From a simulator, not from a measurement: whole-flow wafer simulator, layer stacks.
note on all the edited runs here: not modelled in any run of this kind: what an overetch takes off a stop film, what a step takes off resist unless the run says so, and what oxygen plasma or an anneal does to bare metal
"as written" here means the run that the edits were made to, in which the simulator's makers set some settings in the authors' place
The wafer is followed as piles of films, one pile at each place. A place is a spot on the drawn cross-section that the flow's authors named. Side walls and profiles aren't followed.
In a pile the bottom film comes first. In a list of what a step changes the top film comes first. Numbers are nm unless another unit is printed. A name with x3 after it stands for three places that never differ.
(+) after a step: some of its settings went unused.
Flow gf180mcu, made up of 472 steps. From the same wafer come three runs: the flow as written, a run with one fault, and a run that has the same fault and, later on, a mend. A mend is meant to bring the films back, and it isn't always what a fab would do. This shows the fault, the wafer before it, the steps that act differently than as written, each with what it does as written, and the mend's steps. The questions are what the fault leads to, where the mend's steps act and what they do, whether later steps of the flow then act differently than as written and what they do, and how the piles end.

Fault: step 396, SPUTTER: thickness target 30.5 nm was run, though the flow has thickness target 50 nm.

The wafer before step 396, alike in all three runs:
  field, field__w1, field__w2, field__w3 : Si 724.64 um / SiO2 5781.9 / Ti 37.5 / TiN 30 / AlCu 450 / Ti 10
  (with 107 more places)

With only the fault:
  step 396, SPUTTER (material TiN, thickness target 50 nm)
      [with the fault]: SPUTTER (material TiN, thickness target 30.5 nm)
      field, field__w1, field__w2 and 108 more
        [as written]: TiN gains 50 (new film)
        [with the fault]: TiN gains 30.5 (new film)
  Later steps of the flow acting differently than as written (1 more step, not shown, differs only slightly: by at most 2% or 0.5 nm, whichever is larger):
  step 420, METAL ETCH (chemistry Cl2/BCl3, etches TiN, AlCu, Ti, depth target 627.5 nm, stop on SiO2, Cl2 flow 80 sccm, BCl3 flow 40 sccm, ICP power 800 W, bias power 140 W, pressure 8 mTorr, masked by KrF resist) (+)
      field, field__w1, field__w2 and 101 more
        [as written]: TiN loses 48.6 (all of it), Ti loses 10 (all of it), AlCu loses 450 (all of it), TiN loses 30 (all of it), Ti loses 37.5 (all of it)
        [with the fault]: TiN loses 29.1 (all of it), Ti loses 10 (all of it), AlCu loses 450 (all of it), TiN loses 30 (all of it), Ti loses 37.5 (all of it)
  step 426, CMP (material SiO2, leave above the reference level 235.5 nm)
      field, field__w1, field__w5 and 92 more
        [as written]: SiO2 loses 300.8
        [with the fault]: SiO2 loses 320.3
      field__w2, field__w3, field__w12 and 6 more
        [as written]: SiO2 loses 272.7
        [with the fault]: SiO2 loses 293.1
  At field__w4, field__w8, contact, m1, m1__w1, mim, mim_1p0, m1_nw, the piles at the end differ from the flow's by more than 2% or 0.5 nm, whichever is larger.
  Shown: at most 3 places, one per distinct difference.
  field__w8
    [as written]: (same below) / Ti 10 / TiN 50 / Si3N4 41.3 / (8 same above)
    [with the fault]: (same below) / Ti 10 / TiN 30.5 / Si3N4 41.3 / (8 same above)
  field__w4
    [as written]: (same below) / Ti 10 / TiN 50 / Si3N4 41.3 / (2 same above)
    [with the fault]: (same below) / Ti 10 / TiN 30.5 / Si3N4 41.3 / (2 same above)
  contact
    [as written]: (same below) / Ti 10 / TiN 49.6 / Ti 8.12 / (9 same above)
    [with the fault]: (same below) / Ti 10 / TiN 30.1 / Ti 8.12 / (9 same above)

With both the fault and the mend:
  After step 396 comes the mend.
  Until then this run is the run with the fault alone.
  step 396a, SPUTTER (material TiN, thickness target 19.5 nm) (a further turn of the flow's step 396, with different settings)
      field, field__w1, field__w2 and 108 more
        TiN gains 19.5
  Every later step of the flow that is run acts as written at every place that is followed.
  The piles end the same as the flow's at every place that both follow.
